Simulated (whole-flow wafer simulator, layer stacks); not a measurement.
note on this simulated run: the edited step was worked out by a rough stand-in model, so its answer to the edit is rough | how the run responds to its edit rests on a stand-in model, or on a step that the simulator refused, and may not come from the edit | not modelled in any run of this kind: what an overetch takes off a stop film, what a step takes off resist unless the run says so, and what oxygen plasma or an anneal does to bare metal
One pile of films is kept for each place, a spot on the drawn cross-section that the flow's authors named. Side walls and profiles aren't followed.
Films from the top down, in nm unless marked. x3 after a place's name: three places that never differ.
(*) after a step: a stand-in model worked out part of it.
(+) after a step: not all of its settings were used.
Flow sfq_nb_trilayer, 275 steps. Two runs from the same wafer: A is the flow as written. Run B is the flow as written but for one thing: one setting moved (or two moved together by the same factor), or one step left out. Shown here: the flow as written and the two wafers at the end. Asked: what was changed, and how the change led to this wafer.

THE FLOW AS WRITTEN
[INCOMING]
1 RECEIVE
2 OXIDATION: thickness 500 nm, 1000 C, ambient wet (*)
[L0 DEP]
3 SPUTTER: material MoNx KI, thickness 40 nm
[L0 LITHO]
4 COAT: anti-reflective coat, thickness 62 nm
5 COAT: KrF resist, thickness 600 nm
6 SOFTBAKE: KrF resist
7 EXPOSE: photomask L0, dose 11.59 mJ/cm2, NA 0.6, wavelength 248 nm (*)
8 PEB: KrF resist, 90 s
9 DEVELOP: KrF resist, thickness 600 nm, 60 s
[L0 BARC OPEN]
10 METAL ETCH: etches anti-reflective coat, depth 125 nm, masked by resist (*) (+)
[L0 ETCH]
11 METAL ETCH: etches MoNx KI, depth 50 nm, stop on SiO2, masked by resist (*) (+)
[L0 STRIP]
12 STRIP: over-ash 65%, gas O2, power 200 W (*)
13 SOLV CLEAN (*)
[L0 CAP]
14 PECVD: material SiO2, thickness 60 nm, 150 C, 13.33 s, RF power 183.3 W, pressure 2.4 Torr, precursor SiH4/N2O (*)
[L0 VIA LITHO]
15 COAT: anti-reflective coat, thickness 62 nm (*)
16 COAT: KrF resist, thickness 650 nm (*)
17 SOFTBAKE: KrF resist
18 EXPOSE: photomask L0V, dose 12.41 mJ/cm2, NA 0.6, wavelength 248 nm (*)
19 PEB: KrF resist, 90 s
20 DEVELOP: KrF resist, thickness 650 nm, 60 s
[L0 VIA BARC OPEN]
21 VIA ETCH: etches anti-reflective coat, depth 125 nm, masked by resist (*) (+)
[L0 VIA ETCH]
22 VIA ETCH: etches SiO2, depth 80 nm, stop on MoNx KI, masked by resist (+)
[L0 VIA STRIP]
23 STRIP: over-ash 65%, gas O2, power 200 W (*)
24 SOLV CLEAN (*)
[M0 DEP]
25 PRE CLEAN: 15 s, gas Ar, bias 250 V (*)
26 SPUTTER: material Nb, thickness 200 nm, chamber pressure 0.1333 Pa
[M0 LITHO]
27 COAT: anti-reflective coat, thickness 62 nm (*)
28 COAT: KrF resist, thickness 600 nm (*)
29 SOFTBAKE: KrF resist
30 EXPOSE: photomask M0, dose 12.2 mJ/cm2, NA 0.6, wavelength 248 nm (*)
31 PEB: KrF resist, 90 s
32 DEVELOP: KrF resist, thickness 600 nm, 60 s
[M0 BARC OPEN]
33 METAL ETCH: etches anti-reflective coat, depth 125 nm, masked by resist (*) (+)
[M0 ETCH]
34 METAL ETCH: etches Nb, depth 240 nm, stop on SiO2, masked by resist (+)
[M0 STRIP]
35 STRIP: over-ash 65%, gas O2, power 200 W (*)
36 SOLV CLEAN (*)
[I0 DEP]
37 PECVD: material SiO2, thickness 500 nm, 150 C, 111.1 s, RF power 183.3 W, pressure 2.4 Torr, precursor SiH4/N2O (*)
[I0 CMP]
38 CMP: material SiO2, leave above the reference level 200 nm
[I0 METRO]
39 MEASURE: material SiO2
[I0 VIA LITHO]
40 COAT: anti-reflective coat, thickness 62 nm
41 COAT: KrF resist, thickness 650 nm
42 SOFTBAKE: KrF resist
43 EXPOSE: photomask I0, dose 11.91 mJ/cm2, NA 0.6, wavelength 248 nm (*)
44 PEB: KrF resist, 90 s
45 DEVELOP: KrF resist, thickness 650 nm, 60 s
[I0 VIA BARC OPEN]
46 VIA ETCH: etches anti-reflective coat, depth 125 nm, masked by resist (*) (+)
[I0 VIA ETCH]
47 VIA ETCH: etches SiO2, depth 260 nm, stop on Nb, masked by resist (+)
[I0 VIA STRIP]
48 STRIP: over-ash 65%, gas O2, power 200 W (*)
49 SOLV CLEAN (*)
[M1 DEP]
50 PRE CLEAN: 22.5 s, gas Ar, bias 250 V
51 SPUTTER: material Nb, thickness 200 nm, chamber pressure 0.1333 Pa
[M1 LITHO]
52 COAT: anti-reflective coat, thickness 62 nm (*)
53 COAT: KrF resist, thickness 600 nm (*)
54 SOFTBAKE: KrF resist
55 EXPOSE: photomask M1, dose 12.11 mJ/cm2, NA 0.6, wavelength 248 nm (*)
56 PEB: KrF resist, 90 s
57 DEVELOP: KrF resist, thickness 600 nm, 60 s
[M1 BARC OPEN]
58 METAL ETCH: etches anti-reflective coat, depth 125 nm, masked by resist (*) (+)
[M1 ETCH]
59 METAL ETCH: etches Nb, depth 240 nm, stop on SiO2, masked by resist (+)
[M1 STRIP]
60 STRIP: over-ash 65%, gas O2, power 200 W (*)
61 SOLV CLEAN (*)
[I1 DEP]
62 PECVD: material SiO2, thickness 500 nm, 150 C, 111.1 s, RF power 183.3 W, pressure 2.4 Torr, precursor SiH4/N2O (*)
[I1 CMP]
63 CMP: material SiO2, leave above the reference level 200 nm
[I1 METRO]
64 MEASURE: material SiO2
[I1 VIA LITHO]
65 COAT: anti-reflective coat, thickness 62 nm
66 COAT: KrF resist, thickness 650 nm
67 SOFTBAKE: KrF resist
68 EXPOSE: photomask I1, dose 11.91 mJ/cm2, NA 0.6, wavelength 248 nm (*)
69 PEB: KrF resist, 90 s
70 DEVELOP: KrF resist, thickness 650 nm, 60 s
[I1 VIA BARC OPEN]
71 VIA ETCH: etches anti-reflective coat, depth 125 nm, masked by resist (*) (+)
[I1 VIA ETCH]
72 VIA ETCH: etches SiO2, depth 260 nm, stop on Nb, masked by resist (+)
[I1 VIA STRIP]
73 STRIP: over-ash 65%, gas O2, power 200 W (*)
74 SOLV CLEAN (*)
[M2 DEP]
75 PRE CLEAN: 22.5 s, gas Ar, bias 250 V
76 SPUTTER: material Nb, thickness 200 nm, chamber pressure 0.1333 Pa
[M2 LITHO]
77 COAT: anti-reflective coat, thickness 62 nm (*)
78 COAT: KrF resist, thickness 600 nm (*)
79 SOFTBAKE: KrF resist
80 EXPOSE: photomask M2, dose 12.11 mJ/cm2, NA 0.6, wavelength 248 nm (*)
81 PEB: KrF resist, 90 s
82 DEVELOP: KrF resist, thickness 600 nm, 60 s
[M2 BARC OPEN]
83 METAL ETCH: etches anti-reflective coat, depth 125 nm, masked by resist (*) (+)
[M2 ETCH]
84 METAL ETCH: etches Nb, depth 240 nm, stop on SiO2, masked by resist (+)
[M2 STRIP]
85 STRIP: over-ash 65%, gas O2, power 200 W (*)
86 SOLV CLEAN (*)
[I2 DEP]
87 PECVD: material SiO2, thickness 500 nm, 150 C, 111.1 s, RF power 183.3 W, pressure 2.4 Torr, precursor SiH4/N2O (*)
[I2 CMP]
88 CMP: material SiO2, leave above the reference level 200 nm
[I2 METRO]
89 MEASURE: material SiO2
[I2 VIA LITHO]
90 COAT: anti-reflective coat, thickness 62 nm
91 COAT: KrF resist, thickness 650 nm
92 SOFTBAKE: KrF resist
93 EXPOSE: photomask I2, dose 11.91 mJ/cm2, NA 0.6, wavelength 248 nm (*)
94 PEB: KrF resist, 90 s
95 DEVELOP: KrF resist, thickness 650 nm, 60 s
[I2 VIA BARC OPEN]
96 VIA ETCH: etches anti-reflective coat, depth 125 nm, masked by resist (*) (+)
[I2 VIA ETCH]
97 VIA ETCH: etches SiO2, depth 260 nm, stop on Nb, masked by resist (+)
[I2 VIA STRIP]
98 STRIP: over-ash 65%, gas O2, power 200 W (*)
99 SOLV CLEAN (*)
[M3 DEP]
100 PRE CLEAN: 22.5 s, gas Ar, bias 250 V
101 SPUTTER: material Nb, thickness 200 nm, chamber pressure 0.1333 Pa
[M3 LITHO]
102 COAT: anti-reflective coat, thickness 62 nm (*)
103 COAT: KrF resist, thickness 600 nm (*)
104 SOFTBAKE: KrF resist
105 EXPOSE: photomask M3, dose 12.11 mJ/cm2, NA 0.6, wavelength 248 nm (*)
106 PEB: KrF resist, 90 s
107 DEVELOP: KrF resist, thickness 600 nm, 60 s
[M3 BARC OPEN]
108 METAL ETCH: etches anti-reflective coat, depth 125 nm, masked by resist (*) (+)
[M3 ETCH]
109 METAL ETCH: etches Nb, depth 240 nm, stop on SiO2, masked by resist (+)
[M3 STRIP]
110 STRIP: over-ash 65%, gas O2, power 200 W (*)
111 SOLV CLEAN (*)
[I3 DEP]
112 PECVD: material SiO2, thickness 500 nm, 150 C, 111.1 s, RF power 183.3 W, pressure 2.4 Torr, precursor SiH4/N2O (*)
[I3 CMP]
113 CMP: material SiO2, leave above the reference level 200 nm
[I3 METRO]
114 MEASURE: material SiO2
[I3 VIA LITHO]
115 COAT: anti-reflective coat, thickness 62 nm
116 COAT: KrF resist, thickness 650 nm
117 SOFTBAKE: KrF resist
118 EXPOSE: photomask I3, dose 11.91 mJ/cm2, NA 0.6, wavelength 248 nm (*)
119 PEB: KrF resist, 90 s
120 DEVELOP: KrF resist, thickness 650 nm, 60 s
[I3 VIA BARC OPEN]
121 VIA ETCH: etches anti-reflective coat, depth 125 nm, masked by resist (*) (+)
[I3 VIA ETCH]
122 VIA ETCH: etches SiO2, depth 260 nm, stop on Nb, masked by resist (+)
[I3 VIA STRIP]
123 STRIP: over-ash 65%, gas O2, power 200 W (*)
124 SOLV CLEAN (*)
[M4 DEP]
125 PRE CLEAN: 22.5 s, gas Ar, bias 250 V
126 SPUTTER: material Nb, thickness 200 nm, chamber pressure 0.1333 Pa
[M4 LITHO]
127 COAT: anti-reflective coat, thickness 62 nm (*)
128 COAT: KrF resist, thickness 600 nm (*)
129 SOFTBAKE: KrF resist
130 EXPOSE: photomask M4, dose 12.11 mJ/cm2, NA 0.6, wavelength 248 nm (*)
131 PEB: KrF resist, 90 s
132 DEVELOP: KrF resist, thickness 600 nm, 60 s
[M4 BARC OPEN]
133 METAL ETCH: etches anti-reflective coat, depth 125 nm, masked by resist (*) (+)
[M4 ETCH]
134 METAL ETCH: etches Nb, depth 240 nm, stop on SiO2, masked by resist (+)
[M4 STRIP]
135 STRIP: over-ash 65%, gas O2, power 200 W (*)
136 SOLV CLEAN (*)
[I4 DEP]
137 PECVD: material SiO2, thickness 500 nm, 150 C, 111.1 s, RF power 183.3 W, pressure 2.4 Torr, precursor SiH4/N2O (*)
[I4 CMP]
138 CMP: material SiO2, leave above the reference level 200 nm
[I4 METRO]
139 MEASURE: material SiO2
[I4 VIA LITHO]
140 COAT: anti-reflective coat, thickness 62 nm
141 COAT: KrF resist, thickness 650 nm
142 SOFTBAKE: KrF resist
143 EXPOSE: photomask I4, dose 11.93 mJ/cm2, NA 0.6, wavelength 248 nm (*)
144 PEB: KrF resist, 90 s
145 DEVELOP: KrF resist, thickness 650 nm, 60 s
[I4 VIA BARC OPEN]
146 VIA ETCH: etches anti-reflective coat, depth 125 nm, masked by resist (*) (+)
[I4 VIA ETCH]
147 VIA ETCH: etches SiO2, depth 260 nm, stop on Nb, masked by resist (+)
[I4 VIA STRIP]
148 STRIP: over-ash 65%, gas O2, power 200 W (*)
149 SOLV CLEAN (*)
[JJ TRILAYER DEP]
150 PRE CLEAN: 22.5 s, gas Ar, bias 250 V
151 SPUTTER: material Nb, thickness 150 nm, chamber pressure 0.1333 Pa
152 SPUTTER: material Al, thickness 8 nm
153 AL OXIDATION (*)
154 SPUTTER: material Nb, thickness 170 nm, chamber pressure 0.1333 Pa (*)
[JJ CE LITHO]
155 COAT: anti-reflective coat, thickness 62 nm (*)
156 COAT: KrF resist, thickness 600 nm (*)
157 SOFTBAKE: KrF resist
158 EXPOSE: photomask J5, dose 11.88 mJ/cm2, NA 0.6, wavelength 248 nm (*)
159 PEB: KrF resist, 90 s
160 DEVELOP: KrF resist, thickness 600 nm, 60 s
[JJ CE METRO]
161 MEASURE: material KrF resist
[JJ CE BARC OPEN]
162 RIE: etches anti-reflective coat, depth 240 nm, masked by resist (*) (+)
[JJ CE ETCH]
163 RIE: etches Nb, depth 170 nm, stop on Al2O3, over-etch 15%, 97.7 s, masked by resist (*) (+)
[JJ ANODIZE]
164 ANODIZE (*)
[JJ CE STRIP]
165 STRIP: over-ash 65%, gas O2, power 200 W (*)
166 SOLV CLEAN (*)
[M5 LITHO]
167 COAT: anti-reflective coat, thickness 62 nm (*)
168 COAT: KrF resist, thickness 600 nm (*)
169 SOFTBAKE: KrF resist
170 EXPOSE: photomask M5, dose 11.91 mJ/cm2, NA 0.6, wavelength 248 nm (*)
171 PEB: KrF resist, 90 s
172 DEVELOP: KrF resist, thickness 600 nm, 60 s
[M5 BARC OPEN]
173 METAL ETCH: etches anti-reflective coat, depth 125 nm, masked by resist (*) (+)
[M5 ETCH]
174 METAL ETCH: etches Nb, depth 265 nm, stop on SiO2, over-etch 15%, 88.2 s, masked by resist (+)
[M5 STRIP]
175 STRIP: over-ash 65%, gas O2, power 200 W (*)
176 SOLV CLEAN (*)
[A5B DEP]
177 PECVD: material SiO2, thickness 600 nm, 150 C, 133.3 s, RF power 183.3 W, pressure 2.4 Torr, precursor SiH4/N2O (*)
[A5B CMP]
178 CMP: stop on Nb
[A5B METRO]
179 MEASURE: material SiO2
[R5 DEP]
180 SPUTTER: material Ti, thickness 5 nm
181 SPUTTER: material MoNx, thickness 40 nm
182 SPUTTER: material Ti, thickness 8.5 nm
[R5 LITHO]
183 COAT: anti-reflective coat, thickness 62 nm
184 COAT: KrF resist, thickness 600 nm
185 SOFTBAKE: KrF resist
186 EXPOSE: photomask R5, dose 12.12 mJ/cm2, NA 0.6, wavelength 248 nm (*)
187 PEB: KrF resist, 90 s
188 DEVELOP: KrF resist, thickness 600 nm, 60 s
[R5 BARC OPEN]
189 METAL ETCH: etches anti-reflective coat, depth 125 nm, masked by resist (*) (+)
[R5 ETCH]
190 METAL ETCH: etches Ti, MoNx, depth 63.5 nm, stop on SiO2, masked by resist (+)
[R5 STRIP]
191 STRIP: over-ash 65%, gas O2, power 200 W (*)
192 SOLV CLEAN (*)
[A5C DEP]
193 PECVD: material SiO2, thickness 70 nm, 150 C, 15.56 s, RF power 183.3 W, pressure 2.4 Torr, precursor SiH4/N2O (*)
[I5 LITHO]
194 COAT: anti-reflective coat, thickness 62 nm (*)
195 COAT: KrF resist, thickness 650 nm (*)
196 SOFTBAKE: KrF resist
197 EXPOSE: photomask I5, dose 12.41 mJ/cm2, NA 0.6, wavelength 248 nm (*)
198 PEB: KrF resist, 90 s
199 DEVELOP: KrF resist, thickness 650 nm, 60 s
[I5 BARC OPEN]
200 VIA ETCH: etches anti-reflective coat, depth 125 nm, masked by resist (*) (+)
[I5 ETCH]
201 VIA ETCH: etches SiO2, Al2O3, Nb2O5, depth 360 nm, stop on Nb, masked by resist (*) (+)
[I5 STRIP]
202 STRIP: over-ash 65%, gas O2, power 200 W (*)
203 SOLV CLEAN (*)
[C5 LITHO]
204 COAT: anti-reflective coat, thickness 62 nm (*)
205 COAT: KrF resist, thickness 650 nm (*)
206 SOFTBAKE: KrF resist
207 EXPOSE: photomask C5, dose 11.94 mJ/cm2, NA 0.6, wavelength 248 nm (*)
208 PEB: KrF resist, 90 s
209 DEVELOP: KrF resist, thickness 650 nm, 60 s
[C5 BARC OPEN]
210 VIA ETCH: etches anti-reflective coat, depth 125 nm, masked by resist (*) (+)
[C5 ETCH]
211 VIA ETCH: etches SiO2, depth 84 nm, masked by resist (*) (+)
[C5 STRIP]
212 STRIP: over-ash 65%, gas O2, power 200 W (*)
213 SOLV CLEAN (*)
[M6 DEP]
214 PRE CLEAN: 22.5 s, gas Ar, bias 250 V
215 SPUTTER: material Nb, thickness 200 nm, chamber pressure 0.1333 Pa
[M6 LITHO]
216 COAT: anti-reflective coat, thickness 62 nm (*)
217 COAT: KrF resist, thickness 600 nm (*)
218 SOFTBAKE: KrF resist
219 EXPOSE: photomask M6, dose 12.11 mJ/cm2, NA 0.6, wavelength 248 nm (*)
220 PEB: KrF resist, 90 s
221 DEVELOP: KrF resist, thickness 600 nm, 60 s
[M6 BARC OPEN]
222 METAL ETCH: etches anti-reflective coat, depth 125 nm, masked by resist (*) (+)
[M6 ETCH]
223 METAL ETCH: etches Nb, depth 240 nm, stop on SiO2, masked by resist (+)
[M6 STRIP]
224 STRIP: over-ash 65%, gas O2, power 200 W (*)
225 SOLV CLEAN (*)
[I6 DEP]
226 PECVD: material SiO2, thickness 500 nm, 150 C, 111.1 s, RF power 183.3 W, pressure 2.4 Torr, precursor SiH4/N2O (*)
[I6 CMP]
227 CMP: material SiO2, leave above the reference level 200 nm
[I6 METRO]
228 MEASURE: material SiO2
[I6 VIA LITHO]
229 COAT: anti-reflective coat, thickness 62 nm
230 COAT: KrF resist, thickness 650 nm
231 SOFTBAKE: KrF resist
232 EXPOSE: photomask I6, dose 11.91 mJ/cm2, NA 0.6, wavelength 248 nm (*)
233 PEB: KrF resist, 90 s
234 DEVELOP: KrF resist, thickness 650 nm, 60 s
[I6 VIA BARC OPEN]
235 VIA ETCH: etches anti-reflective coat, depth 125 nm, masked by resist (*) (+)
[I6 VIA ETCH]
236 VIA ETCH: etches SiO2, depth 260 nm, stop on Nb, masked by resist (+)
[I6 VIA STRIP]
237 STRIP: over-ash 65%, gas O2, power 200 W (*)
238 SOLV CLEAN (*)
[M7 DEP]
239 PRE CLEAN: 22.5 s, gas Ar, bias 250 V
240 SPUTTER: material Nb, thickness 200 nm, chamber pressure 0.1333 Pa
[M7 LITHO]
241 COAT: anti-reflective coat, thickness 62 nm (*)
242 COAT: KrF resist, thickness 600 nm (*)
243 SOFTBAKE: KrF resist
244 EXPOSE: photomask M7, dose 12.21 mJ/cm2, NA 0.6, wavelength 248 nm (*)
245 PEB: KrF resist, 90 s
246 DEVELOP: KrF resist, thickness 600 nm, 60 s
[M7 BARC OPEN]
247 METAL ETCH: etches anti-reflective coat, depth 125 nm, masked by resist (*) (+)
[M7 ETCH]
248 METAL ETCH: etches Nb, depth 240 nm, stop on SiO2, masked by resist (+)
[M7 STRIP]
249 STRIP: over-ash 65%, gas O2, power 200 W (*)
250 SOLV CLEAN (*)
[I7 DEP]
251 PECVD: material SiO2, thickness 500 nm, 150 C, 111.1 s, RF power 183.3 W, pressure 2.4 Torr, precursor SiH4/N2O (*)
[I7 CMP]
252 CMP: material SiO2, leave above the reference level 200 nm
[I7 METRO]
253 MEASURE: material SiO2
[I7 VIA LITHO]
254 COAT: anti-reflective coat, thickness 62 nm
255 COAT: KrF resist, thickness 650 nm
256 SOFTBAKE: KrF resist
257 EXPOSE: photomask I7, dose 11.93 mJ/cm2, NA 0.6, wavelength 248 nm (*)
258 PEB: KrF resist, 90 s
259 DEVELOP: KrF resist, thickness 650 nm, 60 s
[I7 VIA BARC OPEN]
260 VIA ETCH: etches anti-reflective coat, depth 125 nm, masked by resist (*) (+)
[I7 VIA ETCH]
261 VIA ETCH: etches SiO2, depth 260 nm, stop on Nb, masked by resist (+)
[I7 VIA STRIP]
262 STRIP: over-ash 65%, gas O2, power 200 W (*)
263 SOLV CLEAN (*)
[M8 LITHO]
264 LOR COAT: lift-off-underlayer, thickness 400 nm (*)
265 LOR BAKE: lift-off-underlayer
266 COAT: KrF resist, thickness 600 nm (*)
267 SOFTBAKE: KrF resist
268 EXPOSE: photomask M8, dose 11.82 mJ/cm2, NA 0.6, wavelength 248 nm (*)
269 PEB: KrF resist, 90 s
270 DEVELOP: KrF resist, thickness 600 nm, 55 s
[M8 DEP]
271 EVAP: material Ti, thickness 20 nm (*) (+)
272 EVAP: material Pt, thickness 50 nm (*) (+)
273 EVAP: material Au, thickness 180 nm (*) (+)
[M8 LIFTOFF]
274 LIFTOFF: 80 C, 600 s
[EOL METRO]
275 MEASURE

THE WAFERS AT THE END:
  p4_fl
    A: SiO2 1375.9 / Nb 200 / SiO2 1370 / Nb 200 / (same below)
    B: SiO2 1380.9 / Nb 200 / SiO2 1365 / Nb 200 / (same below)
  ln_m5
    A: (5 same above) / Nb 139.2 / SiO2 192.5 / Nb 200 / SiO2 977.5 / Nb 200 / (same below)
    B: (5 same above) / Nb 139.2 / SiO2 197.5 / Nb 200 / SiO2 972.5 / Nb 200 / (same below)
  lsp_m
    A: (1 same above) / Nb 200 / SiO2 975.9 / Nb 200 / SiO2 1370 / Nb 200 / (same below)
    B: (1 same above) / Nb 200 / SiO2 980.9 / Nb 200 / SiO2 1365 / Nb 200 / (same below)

The cause: step 112, PECVD: thickness 395 nm was run, where the flow has thickness 500 nm; step 112, PECVD: 87.78 s was run, where the flow has 111.1 s.

How the change led to this, step by step:
  112 PECVD: material SiO2, thickness 500 nm, 150 C, 111.1 s, RF power 183.3 W, pressure 2.4 Torr, precursor SiH4/N2O (*)
      field_l, be, be_sur and 64 more: A SiO2 +500 | B SiO2 +395
      v_sur, via_wl, via_wr and 27 more: A SiO2 +500 (new film) | B SiO2 +395 (new film)
      (and at 9 more places)
  113 CMP: material SiO2, leave above the reference level 200 nm
      field_l, be, be_sur and 64 more: A SiO2 -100 | B nothing
      p4_g1, p4_g2, p3_s0, p3_s1, p3_s2, p3_s3, p3_s4, p3_s5: A SiO2 -157.1 | B nothing
      (and at 31 more places)
  115 COAT: anti-reflective coat, thickness 62 nm
      p3_s0, p3_s1, p3_s2, p3_s3, p3_s4, p3_s5, m8r_pad_l, m8r_pad_r: A anti-reflective coat +62 (new film) | B anti-reflective coat +63.4 (new film)
      p3_l1, p3_l2, p3_l3, p3_l4, p3_l5, p3_l6: A anti-reflective coat +62 (new film) | B anti-reflective coat +60.6 (new film)
      (and at 4 more places)
  123 STRIP: over-ash 65%, gas O2, power 200 W (*)
      p3_s1, p3_s2, p3_s3, p3_s4: A KrF resist -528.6 (all of it), anti-reflective coat -62 (all of it) | B KrF resist -529.8 (all of it), anti-reflective coat -63.4 (all of it)
      p3_l2, p3_l3, p3_l4, p3_l5: A KrF resist -528.6 (all of it), anti-reflective coat -62 (all of it) | B KrF resist -527.6 (all of it), anti-reflective coat -60.6 (all of it)
      (and at 10 more places)
  127 COAT: anti-reflective coat, thickness 62 nm (*)
      p3_l1, p3_l2, p3_l3, p3_l4, p3_l5, p3_l6: A anti-reflective coat +62 (new film) | B anti-reflective coat +60.4 (new film)
      p4_w1, p4_w2, p4_w3: A anti-reflective coat +62 (new film) | B anti-reflective coat +60.7 (new film)
      (and at 7 more places)
  133 METAL ETCH: etches anti-reflective coat, depth 125 nm, masked by resist (*) (+)
      m5r_linepad_l, m5r_linepad_r: A anti-reflective coat -62 (all of it) | B anti-reflective coat -63.8 (all of it)
      r5r_spacepad_l, r5r_spacepad_r: A anti-reflective coat -62 (all of it) | B anti-reflective coat -63.9 (all of it)
      (and at 2 more places)
  135 STRIP: over-ash 65%, gas O2, power 200 W (*)
      p3_l2, p3_l3, p3_l4, p3_l5: A KrF resist -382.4 (all of it), anti-reflective coat -62 (all of it) | B KrF resist -380.9 (all of it), anti-reflective coat -60.4 (all of it)
      v_sur: A KrF resist -379.9 (all of it), anti-reflective coat -61.4 (all of it) | B KrF resist -378.3 (all of it), anti-reflective coat -60.1 (all of it)
      (and at 5 more places)
  138 CMP: material SiO2, leave above the reference level 200 nm
      field_l, be, be_sur and 55 more: A SiO2 -100 | B SiO2 -95
      lsp_r, l0_sur, l0v: A SiO2 -91.9 | B SiO2 -86.9
